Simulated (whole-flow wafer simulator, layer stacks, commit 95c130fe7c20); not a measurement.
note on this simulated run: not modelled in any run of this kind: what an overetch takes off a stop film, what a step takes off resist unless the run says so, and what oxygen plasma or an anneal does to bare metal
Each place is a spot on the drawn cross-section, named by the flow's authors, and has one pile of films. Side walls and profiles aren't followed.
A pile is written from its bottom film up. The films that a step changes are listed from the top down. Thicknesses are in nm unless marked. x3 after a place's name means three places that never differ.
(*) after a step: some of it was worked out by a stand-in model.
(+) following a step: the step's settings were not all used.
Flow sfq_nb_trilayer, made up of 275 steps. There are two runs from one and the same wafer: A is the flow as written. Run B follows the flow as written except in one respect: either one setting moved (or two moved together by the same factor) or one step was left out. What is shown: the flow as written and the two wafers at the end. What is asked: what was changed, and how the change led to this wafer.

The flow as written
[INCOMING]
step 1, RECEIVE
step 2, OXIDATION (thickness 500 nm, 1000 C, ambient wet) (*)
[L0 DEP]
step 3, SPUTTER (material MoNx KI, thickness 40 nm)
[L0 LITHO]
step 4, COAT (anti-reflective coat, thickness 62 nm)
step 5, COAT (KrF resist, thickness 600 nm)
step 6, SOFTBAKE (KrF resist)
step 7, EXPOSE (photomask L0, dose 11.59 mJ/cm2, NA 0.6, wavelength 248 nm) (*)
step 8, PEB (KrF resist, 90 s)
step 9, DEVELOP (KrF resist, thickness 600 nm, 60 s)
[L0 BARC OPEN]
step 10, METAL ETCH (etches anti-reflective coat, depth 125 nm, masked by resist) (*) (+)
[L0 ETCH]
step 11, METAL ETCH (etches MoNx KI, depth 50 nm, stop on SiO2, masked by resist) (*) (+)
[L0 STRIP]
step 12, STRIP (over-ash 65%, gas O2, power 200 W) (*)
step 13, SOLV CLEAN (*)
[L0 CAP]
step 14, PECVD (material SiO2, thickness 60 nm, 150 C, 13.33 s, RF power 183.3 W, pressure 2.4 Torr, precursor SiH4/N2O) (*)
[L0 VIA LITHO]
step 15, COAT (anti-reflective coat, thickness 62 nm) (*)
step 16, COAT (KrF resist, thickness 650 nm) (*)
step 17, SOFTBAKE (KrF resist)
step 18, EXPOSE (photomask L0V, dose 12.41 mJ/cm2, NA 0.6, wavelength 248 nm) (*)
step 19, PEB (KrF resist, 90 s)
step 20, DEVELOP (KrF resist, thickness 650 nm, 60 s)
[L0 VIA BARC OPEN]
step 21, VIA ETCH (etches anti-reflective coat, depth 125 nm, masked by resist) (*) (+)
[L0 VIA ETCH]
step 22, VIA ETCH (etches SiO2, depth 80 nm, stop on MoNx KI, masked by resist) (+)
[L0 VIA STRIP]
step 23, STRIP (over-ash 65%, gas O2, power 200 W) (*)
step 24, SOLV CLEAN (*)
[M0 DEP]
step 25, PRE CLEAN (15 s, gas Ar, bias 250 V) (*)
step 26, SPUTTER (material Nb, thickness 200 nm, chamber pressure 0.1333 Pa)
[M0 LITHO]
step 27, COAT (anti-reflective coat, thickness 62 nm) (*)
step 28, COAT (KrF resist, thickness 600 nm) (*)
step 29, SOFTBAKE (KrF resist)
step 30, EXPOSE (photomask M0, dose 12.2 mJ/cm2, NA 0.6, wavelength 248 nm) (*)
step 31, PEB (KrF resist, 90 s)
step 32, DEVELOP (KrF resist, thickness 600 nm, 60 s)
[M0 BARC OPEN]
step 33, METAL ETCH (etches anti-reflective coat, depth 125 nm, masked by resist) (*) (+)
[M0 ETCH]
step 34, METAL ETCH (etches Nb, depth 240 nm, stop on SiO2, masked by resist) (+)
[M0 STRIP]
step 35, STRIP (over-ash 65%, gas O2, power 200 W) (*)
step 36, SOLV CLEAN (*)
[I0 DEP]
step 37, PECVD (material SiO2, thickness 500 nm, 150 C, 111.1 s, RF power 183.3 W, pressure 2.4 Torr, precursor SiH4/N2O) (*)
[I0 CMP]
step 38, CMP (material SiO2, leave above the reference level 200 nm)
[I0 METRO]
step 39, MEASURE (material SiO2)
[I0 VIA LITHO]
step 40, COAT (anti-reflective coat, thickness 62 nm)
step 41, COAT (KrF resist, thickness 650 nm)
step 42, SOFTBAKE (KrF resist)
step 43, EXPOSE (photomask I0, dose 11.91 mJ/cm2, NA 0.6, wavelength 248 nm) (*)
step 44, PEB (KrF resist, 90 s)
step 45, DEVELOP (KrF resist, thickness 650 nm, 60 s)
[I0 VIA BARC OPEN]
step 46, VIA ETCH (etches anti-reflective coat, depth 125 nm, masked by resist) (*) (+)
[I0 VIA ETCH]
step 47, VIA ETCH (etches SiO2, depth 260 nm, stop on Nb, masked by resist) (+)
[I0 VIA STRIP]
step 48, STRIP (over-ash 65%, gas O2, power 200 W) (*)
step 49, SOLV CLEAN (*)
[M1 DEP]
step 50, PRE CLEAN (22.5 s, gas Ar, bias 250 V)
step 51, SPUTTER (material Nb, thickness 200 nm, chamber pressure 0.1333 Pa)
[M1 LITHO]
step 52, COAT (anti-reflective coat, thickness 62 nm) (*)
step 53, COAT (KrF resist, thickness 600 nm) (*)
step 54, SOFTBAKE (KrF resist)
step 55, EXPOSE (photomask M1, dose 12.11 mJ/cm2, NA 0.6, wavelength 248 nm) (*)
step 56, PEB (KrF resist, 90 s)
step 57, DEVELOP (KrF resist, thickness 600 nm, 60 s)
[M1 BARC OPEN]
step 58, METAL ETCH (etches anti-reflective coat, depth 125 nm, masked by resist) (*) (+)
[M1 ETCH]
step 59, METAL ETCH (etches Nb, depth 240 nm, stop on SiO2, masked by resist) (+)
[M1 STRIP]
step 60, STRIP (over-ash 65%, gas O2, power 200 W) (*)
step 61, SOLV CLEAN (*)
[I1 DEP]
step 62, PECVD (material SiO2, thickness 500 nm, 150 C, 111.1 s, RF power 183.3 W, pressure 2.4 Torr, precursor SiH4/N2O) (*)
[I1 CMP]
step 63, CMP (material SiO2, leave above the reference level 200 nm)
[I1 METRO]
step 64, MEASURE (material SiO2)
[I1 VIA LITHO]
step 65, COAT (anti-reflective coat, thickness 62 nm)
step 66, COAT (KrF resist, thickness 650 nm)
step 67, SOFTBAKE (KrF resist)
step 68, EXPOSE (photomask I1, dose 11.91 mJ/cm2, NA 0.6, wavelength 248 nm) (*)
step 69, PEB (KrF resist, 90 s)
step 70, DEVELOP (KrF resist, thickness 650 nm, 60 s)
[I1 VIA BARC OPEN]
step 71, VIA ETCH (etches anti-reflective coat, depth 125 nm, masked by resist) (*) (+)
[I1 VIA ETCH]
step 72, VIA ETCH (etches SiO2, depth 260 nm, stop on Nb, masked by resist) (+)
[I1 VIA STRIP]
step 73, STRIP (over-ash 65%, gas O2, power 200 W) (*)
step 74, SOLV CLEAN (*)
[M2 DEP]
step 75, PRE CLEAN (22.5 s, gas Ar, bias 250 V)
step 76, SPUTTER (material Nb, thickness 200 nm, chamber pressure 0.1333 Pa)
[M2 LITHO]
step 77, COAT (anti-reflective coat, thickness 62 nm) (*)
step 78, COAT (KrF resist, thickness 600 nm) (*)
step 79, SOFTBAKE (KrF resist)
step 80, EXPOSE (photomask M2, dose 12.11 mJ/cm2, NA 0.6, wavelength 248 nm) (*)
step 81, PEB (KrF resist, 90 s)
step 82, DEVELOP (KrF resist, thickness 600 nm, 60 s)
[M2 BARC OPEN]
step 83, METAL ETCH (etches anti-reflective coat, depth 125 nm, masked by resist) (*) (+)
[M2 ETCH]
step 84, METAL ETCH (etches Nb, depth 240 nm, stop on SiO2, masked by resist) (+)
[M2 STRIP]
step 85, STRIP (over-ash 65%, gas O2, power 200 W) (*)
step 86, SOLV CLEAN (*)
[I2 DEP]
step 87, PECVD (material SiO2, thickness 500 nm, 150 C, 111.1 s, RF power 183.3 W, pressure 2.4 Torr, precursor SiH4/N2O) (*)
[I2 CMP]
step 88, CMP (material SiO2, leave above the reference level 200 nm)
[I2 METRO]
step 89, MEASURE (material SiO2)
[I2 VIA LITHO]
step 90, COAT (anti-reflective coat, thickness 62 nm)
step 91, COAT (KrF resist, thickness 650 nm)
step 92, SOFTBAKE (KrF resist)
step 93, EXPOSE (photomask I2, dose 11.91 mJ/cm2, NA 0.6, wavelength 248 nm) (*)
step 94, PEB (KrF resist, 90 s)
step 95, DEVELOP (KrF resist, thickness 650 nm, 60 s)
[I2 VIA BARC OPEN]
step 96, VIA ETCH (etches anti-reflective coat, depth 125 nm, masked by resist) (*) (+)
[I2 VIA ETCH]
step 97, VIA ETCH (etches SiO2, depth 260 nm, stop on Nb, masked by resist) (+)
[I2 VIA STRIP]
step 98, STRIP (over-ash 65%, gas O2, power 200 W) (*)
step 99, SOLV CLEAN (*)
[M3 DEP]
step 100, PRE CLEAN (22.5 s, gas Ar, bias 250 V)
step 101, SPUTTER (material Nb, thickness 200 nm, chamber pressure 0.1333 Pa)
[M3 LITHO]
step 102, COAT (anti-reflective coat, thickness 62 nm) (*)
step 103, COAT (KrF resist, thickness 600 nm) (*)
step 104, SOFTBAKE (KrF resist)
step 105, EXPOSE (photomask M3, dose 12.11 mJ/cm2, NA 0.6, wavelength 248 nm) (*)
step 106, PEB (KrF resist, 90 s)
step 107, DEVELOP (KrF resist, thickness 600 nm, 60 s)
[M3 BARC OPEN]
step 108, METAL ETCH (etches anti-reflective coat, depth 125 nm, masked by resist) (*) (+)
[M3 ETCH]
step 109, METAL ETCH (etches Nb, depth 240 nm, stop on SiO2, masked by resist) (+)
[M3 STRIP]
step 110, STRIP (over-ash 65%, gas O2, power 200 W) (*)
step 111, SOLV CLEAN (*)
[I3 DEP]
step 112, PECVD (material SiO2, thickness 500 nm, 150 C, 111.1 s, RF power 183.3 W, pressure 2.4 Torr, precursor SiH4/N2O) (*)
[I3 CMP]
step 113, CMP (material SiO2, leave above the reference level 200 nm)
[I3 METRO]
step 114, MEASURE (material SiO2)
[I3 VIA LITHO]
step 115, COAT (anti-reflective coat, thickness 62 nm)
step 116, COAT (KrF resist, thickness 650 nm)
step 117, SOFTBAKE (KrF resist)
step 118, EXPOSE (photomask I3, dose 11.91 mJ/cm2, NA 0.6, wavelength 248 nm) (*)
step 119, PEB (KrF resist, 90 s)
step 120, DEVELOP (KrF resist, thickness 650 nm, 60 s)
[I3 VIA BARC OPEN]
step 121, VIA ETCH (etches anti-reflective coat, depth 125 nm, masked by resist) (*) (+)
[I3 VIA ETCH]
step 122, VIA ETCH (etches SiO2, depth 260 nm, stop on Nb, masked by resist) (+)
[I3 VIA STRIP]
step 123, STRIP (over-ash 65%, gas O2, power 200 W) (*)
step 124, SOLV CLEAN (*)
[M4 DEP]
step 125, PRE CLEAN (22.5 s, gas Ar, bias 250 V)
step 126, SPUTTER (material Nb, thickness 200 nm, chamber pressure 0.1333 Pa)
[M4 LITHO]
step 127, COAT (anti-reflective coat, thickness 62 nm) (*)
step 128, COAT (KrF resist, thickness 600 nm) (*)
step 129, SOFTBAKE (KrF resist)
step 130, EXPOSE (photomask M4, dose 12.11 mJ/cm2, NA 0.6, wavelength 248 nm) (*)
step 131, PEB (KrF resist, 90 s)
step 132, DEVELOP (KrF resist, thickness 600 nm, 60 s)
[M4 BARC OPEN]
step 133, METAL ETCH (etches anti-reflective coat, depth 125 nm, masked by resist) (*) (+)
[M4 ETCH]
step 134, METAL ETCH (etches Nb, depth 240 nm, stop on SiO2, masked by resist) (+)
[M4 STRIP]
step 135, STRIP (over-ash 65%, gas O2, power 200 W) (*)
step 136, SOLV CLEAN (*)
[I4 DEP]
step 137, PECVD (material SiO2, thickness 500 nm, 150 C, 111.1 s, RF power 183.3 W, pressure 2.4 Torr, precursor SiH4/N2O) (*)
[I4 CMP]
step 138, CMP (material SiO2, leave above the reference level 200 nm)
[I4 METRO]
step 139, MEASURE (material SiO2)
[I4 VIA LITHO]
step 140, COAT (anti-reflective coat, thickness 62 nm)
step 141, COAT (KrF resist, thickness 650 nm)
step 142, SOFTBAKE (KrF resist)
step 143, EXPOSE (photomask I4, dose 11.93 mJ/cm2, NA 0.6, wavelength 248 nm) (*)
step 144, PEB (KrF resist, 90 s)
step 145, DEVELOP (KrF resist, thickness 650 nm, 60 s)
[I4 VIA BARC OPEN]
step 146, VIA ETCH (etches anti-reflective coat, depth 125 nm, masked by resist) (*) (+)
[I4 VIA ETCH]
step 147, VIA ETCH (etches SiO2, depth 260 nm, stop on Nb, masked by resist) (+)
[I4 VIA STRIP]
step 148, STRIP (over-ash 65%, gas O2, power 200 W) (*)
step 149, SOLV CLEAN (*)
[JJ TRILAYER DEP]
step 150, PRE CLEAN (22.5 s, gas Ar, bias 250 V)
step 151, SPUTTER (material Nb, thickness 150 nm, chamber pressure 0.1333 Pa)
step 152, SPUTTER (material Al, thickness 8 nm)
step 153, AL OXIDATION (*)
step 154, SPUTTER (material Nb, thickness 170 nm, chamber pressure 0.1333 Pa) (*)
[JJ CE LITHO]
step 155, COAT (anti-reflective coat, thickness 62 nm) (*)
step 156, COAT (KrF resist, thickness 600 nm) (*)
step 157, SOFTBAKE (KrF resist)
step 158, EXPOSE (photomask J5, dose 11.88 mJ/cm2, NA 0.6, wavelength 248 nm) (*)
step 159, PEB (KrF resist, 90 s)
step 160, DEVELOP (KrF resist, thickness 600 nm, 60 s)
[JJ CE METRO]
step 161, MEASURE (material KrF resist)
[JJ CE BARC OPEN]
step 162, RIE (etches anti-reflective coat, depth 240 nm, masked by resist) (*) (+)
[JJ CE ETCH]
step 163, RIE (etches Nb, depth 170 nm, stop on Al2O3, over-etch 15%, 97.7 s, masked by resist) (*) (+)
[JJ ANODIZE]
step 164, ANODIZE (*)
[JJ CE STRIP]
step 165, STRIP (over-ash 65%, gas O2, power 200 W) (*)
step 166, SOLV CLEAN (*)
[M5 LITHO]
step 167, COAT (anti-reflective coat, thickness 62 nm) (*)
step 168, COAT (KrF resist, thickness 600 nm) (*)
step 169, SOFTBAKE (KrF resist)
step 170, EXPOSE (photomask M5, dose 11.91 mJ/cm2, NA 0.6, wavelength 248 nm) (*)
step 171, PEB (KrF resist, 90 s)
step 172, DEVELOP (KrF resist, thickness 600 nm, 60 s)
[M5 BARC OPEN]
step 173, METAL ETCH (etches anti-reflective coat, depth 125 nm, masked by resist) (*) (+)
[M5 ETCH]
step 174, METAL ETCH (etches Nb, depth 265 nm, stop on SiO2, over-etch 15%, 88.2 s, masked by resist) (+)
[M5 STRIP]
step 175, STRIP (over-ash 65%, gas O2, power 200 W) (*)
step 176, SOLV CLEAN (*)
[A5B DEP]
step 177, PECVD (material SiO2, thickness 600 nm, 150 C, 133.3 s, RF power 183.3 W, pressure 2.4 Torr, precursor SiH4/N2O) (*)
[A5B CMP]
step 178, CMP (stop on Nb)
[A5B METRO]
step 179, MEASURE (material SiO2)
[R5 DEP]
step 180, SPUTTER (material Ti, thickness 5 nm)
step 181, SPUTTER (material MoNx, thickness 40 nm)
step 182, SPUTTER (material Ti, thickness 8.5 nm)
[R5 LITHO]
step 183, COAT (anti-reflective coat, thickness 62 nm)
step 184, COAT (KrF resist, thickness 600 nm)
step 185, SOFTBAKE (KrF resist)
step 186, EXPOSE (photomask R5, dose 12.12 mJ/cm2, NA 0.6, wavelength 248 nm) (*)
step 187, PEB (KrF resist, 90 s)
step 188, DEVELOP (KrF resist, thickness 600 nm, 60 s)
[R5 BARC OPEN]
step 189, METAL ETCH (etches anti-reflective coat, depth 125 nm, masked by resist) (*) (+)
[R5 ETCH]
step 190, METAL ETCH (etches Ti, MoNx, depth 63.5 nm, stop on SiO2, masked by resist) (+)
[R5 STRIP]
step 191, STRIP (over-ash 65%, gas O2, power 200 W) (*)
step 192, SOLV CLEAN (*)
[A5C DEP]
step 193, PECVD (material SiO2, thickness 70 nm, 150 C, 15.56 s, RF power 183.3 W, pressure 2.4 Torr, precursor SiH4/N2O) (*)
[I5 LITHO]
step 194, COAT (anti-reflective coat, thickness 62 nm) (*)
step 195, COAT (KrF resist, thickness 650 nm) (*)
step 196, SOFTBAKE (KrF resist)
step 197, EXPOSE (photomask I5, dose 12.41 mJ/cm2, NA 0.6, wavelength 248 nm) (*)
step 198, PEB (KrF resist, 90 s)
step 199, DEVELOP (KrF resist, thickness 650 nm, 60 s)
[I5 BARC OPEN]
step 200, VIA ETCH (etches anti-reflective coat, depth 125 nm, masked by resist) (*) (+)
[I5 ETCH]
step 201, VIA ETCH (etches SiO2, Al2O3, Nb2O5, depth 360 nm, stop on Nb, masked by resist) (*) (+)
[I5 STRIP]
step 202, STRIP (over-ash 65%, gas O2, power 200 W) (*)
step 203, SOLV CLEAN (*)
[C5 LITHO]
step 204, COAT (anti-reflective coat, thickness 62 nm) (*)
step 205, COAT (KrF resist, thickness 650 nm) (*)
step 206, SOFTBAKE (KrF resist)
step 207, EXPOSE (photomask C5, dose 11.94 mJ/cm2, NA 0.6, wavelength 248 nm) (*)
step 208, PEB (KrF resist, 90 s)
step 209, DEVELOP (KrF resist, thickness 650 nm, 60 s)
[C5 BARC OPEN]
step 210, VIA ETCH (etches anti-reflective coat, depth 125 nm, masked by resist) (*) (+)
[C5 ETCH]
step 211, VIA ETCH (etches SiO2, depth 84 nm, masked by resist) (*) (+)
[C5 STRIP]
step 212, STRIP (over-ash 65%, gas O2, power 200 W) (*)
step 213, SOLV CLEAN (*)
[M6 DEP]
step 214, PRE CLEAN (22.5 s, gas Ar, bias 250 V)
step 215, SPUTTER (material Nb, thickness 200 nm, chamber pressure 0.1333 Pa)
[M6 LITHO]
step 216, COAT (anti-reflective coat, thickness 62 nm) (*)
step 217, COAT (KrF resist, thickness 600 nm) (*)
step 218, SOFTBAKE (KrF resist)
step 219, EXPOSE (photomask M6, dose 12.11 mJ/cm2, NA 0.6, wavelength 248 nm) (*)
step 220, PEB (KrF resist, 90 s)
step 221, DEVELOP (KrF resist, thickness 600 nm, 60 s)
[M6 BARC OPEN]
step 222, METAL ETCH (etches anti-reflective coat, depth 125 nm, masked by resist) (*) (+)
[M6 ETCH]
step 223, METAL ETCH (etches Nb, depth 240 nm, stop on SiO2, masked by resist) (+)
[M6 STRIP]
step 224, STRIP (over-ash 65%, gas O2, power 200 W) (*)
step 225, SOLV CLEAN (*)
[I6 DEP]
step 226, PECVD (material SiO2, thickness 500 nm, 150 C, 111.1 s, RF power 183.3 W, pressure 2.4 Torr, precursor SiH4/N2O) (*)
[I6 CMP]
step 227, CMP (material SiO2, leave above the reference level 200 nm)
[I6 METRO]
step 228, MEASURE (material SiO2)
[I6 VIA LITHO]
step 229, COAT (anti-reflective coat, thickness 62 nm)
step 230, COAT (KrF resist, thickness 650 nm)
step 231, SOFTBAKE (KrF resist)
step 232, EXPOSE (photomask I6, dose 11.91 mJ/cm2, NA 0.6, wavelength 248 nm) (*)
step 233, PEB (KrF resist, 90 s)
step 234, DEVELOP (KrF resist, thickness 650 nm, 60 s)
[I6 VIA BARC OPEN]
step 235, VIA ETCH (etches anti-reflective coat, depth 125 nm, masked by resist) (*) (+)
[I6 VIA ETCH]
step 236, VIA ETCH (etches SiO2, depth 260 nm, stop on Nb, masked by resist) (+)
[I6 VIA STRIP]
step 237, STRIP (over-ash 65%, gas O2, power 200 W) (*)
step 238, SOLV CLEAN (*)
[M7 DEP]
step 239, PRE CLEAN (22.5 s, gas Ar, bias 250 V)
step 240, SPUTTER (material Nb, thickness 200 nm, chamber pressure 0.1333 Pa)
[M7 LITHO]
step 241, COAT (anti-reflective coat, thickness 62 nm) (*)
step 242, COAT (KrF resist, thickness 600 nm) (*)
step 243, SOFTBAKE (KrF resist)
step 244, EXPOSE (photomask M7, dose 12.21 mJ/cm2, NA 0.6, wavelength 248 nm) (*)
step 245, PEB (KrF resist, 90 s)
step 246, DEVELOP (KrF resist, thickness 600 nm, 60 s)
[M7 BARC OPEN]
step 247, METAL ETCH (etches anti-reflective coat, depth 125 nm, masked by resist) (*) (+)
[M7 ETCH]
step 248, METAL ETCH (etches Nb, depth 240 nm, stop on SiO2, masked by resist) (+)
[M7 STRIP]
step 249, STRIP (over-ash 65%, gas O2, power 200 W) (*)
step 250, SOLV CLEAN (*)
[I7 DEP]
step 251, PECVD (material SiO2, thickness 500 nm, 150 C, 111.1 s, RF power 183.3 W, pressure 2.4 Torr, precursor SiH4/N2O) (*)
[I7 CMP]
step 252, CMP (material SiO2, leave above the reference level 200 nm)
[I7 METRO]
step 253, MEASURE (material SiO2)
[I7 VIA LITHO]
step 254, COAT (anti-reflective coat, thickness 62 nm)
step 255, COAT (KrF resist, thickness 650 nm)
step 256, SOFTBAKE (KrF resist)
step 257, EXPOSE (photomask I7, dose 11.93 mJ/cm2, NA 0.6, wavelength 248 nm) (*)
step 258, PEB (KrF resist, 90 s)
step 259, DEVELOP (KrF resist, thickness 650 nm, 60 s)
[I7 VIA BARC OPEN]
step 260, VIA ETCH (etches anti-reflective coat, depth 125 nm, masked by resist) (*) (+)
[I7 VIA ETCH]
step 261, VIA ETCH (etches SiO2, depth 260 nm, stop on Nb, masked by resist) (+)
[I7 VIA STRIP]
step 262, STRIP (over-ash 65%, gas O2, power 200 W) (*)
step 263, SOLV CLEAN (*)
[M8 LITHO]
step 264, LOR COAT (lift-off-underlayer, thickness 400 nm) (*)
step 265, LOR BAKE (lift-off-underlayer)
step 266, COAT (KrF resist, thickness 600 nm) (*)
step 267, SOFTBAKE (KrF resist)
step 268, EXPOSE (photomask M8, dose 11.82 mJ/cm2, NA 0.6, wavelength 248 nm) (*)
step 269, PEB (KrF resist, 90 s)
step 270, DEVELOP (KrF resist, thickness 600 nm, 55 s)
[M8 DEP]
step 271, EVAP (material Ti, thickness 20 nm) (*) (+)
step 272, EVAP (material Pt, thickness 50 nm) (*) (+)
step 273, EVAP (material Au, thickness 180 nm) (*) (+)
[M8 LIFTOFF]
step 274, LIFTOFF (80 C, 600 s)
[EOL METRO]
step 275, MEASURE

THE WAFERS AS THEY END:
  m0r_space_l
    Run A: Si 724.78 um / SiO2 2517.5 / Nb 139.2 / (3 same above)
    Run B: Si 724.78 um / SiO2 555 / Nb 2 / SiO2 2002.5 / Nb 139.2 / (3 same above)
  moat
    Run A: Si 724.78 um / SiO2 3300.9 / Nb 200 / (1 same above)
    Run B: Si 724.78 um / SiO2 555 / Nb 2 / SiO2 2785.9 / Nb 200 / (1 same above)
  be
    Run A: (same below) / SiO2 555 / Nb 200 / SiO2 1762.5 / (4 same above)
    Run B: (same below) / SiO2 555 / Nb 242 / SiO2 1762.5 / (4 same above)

The reason: step 26, SPUTTER: thickness 242 nm was run, though the flow has thickness 200 nm.
The wafer itself shows it: be has Nb 242, and step 26 as written asks for 200 nm.

Step by step, how the change led to this:
  step 26, SPUTTER (material Nb, thickness 200 nm, chamber pressure 0.1333 Pa)
      field_l, v_sur, via_wl and 102 more: A +200 Nb (new film) | B +242 Nb (new film)
      l0v: A +195.7 Nb (new film) | B +237.8 Nb (new film)
  step 34, METAL ETCH (etches Nb, depth 240 nm, stop on SiO2, masked by resist) (+)
      moat, m0r_space_l, m0r_space_r: A -200 Nb (all of it) | B -240 Nb
  step 37, PECVD (material SiO2, thickness 500 nm, 150 C, 111.1 s, RF power 183.3 W, pressure 2.4 Torr, precursor SiH4/N2O) (*)
      moat, m0r_space_l, m0r_space_r: A +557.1 SiO2 | B +597.1 SiO2 (new film)
With metal films that touch counted as one body, m0r_space_l has 2 bodies (between them, from the top down: SiO2 2002.5); the flow as written gives 1 body.
With metal films that touch counted as one body, moat has 2 bodies (between them, from the top down: SiO2 2785.9); the flow as written gives 1 body.
